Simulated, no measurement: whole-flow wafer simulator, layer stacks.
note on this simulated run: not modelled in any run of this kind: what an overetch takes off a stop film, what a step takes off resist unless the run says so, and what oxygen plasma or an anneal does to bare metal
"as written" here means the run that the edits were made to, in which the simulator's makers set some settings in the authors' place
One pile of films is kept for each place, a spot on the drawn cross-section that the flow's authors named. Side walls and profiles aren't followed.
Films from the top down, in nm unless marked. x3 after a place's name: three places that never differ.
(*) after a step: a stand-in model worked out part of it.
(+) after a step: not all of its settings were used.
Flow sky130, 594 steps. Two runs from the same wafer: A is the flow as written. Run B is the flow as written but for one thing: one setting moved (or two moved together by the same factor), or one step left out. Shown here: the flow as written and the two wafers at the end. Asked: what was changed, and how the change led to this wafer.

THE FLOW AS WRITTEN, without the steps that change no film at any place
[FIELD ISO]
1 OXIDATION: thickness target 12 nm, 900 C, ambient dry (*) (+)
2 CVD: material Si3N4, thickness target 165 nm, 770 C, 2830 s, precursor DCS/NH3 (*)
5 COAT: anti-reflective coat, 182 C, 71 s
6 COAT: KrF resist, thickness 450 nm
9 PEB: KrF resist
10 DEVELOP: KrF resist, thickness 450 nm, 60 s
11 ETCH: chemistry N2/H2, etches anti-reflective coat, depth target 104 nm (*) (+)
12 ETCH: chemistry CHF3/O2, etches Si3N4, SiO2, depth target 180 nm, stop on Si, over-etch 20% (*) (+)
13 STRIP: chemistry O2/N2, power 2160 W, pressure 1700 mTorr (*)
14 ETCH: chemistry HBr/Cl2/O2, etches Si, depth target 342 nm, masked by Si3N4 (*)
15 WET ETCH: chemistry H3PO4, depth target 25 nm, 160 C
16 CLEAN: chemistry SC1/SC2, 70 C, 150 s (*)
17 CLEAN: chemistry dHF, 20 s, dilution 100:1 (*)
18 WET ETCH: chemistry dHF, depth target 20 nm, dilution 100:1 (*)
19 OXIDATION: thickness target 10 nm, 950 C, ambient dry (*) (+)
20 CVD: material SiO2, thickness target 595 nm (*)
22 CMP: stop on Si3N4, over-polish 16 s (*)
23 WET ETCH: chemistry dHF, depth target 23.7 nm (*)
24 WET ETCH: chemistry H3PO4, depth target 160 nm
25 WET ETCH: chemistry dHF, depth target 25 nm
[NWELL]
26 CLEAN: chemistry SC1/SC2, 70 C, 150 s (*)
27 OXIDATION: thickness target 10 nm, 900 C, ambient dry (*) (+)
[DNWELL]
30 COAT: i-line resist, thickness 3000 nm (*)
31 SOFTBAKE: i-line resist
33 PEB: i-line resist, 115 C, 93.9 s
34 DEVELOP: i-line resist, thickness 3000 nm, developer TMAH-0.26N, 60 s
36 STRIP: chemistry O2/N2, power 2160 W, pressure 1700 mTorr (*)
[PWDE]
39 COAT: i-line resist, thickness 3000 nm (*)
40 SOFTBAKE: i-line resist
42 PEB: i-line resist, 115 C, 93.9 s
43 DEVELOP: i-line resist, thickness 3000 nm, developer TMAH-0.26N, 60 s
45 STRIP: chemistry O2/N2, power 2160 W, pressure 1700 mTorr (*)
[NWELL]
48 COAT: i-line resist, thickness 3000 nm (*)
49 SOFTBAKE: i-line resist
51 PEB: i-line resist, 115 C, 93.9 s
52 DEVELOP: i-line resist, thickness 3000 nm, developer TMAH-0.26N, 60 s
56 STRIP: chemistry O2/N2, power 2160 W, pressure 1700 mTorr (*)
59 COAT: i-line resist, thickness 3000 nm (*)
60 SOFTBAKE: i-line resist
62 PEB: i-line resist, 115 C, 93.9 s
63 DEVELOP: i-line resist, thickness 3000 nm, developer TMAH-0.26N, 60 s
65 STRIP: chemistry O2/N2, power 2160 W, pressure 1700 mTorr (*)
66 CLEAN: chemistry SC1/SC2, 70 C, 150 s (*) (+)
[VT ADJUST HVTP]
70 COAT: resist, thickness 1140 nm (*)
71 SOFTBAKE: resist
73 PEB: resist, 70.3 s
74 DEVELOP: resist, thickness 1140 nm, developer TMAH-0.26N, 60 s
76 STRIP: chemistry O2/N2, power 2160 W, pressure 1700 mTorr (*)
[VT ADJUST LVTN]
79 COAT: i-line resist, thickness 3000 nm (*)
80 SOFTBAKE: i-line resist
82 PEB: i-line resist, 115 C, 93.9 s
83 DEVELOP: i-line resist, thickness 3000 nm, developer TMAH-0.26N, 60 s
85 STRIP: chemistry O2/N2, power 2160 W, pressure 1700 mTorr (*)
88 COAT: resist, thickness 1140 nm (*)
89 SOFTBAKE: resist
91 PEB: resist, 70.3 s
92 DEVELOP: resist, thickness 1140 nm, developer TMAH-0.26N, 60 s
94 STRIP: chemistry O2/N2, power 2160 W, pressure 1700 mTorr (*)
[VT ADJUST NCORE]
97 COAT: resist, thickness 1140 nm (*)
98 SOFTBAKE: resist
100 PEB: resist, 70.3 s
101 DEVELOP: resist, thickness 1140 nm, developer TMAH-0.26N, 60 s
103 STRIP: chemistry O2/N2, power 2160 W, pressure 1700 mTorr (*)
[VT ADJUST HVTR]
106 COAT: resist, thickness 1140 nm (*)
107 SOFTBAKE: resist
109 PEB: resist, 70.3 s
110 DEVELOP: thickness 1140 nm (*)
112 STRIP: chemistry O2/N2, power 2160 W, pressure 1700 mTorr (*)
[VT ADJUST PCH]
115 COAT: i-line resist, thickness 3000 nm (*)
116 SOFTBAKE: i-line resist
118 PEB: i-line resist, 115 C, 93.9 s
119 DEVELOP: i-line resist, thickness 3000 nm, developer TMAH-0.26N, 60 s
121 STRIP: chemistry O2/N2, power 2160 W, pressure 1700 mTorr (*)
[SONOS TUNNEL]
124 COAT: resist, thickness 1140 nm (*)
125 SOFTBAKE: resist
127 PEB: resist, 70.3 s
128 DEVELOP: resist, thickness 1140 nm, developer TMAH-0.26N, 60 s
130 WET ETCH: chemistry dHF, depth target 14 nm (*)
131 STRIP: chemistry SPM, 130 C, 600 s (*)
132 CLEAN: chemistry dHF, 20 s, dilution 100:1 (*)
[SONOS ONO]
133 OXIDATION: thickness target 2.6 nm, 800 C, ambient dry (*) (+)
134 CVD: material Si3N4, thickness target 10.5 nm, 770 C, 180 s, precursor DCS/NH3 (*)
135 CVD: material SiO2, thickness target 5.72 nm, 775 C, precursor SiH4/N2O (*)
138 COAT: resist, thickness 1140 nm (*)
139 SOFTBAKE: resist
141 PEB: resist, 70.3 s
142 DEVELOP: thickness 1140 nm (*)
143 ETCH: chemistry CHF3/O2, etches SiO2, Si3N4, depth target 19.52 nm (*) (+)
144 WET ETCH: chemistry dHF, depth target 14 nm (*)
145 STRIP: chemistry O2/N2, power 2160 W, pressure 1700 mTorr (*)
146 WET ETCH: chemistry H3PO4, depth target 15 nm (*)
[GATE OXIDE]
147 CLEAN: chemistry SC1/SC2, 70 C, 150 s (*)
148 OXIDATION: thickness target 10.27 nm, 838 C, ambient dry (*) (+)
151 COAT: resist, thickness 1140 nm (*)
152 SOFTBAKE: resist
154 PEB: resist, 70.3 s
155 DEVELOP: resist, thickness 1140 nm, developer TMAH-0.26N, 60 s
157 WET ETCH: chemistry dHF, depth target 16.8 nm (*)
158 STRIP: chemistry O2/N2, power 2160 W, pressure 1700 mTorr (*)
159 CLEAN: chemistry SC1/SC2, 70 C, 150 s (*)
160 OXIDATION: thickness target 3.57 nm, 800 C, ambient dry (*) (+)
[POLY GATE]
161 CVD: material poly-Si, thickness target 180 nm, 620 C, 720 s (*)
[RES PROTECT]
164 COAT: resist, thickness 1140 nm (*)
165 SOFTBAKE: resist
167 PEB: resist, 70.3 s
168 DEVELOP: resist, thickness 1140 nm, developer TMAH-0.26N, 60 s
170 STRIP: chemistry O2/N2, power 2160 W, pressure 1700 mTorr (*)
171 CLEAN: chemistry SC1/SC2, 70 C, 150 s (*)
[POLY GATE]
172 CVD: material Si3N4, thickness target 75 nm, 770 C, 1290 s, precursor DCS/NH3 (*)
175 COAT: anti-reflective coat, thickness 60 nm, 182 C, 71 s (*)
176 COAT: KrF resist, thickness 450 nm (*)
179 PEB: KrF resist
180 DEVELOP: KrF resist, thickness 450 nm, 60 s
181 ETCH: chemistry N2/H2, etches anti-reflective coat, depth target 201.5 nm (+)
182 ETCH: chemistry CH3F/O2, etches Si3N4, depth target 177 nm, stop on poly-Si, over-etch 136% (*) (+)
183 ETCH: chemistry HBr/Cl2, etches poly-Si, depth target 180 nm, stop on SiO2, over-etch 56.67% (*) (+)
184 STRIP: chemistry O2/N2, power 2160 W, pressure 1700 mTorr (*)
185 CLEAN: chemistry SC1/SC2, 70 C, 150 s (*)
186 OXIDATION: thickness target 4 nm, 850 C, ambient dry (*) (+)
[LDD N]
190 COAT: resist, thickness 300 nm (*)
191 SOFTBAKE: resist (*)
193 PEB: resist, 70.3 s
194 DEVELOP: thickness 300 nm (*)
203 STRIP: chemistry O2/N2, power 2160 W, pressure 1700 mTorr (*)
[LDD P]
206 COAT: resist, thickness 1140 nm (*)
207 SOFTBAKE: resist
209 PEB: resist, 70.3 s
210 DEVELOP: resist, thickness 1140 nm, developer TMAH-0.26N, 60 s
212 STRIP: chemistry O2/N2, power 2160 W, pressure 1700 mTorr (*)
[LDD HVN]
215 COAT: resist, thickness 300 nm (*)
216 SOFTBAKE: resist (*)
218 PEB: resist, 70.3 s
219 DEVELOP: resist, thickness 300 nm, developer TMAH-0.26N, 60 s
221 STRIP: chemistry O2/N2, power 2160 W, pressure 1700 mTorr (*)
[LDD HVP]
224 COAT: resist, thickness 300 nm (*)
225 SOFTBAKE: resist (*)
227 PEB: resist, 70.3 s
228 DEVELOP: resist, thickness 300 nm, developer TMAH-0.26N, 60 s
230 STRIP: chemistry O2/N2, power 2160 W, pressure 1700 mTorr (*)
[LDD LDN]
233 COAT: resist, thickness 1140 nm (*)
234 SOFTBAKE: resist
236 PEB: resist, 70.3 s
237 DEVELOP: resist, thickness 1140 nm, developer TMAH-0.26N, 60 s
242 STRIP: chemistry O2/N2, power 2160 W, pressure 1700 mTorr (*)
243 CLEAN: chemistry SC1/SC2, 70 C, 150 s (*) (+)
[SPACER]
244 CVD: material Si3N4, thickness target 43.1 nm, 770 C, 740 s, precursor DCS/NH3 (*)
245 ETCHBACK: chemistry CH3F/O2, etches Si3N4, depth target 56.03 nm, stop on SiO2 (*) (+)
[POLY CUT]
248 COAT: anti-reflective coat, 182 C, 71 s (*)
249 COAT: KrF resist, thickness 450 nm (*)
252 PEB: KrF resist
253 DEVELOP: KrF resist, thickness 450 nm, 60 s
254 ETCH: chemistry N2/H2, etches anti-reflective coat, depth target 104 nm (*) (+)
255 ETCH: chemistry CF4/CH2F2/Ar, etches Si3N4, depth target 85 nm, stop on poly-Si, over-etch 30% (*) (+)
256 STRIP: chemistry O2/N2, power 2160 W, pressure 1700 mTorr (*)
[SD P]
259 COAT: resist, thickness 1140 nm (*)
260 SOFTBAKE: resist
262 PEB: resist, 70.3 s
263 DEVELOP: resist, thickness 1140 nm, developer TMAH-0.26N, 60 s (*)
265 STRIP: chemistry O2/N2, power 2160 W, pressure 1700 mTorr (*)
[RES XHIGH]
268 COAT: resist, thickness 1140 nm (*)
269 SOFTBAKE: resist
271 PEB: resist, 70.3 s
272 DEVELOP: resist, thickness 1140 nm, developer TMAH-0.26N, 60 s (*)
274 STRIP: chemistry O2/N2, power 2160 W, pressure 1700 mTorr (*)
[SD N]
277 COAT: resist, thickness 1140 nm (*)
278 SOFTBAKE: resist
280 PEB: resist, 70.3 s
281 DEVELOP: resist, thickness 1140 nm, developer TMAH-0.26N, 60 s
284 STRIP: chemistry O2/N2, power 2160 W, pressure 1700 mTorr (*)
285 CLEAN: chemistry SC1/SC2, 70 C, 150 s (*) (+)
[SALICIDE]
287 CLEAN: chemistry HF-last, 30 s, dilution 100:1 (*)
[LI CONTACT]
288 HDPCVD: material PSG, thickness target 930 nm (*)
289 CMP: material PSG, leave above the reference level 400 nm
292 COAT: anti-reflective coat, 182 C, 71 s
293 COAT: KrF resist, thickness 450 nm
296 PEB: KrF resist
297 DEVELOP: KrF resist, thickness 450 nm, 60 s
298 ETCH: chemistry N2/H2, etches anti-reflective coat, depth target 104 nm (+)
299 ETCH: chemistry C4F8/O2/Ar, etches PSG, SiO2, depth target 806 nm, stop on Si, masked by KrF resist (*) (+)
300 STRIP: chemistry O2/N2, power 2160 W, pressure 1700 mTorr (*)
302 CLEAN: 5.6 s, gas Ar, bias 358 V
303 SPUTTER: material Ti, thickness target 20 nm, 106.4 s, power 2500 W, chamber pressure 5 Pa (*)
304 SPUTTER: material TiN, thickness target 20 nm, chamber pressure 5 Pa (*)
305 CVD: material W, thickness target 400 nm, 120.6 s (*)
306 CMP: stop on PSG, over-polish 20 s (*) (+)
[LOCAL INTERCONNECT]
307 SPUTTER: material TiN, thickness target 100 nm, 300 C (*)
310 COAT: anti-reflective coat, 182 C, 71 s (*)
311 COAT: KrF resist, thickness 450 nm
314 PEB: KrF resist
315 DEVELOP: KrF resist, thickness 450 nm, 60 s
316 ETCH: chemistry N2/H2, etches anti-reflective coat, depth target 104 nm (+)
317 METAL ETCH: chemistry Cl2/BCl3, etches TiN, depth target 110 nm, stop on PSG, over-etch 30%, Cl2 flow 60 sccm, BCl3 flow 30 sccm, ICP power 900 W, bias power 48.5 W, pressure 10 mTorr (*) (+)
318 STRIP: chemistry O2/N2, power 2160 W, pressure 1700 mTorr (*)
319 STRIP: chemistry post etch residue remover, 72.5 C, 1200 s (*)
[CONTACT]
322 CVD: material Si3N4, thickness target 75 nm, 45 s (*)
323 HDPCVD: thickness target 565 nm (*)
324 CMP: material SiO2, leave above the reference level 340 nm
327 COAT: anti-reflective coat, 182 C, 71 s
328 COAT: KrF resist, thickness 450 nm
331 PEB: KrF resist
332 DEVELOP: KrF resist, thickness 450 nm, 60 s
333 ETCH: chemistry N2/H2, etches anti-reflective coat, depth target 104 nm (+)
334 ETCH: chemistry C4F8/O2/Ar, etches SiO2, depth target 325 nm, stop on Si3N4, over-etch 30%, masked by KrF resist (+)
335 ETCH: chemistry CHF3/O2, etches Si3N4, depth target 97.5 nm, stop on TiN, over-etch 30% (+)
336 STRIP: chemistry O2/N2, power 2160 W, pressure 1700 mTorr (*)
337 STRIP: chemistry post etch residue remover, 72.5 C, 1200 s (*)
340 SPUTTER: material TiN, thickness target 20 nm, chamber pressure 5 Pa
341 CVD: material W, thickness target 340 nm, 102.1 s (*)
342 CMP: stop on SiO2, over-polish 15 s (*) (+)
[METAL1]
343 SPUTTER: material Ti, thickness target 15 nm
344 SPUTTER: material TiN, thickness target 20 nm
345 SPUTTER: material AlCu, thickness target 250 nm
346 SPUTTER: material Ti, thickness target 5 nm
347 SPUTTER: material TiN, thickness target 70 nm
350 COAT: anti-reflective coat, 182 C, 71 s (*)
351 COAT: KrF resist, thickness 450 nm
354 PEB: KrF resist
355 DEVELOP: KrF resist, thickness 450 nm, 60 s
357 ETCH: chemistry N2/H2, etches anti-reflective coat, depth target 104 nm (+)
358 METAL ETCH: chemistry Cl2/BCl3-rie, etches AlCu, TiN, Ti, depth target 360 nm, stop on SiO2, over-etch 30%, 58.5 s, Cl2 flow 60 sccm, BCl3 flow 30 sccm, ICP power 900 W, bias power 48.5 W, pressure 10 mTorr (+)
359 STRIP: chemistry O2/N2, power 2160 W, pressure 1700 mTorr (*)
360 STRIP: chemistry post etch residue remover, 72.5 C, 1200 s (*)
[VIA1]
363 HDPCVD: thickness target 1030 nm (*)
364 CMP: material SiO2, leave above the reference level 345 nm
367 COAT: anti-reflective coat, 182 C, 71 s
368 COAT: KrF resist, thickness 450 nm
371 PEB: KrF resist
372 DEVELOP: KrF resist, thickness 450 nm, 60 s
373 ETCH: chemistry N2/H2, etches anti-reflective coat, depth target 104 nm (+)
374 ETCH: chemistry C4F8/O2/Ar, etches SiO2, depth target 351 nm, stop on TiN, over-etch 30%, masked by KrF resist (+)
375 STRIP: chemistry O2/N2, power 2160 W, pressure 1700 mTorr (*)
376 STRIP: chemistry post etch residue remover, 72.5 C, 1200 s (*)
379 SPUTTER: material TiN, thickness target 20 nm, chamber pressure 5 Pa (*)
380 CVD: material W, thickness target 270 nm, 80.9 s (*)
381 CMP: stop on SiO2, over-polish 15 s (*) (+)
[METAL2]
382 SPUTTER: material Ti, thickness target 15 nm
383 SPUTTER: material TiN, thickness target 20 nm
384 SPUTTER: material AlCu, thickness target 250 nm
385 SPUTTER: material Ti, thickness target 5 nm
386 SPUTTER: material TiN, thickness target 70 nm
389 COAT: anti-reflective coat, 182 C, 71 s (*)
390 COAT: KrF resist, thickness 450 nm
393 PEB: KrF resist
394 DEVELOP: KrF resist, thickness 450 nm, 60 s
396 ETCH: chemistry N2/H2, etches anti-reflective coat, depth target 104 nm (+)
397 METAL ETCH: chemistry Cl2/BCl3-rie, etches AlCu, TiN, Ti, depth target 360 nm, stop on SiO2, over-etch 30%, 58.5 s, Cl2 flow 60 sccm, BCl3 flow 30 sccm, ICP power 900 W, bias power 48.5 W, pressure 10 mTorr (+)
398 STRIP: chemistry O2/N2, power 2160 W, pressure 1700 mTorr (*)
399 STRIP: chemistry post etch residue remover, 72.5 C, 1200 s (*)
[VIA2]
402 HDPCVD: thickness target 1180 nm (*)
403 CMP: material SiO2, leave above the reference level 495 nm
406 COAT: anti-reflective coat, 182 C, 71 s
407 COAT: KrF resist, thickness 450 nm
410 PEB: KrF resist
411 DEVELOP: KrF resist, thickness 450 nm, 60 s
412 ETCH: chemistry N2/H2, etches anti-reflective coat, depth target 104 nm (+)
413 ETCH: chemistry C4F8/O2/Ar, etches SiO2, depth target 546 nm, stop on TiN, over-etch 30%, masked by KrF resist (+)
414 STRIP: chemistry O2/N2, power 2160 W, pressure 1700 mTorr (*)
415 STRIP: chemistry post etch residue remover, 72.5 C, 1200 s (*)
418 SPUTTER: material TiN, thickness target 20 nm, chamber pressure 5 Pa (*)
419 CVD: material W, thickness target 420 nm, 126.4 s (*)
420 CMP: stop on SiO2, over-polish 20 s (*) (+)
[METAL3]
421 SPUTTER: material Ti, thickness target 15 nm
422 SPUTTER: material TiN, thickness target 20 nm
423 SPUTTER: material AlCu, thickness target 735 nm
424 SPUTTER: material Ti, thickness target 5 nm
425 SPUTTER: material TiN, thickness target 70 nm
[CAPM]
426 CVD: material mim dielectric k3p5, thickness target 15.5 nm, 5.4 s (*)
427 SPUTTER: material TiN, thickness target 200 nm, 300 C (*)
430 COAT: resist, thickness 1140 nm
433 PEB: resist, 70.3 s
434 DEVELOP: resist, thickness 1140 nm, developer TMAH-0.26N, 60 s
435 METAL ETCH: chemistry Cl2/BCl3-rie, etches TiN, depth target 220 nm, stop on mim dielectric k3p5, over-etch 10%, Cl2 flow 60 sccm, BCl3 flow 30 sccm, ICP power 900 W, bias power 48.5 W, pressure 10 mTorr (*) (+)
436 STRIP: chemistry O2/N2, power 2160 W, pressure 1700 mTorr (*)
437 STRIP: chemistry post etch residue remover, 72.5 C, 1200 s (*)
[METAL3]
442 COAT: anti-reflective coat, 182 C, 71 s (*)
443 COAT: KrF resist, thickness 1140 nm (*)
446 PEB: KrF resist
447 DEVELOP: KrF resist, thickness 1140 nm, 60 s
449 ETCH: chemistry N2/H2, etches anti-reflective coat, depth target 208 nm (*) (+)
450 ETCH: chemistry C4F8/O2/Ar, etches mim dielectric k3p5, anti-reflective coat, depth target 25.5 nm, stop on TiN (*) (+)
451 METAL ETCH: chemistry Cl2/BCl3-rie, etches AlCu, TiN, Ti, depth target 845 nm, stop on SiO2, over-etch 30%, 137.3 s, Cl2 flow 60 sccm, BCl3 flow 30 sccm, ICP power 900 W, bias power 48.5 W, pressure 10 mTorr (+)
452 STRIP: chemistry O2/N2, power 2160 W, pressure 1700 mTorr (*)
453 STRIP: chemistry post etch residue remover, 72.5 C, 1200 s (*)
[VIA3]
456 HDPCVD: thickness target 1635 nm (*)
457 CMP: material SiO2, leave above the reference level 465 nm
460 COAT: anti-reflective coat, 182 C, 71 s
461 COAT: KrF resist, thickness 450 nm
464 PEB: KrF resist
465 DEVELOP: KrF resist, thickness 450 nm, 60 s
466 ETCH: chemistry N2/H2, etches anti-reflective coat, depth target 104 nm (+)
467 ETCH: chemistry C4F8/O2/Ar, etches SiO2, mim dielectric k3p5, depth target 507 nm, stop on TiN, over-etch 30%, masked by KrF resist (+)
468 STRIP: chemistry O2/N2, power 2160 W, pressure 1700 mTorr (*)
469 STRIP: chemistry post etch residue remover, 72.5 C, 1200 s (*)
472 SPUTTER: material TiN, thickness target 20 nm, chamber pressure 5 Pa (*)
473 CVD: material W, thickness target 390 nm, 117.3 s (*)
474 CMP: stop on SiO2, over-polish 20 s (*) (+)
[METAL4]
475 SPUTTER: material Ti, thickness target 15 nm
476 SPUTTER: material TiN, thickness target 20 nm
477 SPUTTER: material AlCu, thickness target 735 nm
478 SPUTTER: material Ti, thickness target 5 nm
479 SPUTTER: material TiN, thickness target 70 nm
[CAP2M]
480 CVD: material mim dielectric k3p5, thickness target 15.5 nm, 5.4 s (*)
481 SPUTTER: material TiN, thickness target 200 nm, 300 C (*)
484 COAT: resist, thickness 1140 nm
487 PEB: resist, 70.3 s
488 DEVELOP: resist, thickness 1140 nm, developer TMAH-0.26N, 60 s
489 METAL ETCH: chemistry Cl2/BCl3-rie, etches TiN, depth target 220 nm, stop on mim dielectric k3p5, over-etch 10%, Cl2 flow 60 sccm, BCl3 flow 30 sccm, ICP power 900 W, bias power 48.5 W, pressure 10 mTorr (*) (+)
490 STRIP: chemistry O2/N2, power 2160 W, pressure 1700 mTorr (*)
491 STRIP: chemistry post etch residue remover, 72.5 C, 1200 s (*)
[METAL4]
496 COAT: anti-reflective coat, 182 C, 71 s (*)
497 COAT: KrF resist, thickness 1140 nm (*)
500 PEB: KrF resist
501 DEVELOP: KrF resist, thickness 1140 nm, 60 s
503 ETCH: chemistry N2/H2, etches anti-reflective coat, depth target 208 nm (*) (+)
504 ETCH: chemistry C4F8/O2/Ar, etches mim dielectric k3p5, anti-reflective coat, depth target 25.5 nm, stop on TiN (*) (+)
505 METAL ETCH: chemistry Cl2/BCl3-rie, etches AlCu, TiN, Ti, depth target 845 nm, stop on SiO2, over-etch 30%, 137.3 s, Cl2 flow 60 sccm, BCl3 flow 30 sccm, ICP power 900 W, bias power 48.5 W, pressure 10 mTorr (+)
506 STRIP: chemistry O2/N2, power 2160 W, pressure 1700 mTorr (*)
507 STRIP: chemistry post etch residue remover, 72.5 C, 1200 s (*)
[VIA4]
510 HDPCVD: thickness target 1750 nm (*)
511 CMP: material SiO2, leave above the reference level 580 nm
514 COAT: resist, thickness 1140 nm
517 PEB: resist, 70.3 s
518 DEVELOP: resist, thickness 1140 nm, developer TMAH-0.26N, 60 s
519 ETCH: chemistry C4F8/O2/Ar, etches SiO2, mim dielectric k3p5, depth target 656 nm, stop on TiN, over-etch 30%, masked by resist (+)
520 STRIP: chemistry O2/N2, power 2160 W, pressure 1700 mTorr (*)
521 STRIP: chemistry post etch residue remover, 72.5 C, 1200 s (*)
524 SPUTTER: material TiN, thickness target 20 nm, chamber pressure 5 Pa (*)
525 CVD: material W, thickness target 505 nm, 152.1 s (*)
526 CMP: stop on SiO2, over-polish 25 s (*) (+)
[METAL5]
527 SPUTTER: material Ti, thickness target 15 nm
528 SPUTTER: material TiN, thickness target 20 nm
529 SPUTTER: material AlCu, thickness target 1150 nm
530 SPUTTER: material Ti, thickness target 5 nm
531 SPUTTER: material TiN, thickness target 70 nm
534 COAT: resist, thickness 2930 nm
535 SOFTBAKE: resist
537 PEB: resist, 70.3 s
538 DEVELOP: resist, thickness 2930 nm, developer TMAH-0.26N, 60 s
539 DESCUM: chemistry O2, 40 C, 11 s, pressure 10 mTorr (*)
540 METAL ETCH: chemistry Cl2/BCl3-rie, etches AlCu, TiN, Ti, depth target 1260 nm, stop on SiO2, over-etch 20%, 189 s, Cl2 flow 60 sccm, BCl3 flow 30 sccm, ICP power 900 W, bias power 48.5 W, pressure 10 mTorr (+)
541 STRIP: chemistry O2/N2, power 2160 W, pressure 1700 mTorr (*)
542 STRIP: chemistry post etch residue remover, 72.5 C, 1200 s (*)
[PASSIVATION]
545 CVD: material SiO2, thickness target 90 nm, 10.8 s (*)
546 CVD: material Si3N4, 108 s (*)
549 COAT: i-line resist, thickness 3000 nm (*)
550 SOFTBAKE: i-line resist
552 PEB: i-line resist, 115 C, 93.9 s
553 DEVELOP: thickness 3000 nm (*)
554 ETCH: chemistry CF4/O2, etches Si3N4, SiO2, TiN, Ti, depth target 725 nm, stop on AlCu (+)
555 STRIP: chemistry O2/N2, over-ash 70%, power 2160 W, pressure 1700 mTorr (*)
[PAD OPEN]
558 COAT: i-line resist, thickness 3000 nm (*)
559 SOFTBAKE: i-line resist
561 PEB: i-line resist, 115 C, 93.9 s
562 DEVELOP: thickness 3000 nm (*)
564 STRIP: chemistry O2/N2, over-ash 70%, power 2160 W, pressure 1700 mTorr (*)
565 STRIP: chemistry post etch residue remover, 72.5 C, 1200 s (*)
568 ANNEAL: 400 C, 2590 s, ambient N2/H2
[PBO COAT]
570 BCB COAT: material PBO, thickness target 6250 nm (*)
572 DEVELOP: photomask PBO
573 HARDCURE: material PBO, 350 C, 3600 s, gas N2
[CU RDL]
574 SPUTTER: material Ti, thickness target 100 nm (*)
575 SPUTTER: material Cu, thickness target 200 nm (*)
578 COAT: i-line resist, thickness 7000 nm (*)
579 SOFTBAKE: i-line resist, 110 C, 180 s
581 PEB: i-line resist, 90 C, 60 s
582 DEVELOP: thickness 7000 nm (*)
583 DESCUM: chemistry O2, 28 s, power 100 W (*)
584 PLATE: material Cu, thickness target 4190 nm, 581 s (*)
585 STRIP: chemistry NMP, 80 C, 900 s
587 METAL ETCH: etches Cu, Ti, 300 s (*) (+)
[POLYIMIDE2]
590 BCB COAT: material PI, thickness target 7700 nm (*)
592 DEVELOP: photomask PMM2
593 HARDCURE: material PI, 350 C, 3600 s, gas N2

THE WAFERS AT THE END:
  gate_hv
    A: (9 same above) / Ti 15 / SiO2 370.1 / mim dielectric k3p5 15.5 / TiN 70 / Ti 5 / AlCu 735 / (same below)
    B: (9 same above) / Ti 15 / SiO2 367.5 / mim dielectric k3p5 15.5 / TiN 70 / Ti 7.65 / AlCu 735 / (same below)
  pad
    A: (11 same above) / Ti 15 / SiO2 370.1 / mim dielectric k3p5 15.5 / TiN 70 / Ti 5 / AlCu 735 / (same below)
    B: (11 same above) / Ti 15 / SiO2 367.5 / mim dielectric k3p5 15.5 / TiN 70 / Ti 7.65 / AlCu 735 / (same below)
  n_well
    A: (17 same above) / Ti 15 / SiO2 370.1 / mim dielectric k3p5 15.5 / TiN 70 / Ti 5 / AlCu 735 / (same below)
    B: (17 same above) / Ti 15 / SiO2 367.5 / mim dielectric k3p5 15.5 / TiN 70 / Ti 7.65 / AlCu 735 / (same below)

The cause: step 424, SPUTTER: thickness target 7.65 nm was run, where the flow has thickness target 5 nm.
It can be read off the wafer: gate_hv has Ti 7.65, and step 424 as written asks for 5 nm.

How the change led to this, step by step:
  424 SPUTTER: material Ti, thickness target 5 nm
      field, active, n_well and 188 more: A Ti +5 (new film) | B Ti +7.65 (new film)
  451 METAL ETCH: chemistry Cl2/BCl3-rie, etches AlCu, TiN, Ti, depth target 845 nm, stop on SiO2, over-etch 30%, 137.3 s, Cl2 flow 60 sccm, BCl3 flow 30 sccm, ICP power 900 W, bias power 48.5 W, pressure 10 mTorr (+)
      field, gate, spacer and 68 more: A TiN -70 (all of it), Ti -5 (all of it), AlCu -735 (all of it), TiN -20 (all of it), Ti -15 (all of it), SiO2 -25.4 | B TiN -70 (all of it), Ti -7.65 (all of it), AlCu -735 (all of it), TiN -20 (all of it), Ti -15 (all of it), SiO2 -25.1
      active, vpp_ln, vpp_iso2 and 11 more: A TiN -70 (all of it), Ti -5 (all of it), AlCu -735 (all of it), TiN -20 (all of it), Ti -15 (all of it), SiO2 -25.3 | B TiN -70 (all of it), Ti -7.65 (all of it), AlCu -735 (all of it), TiN -20 (all of it), Ti -15 (all of it), SiO2 -25.1
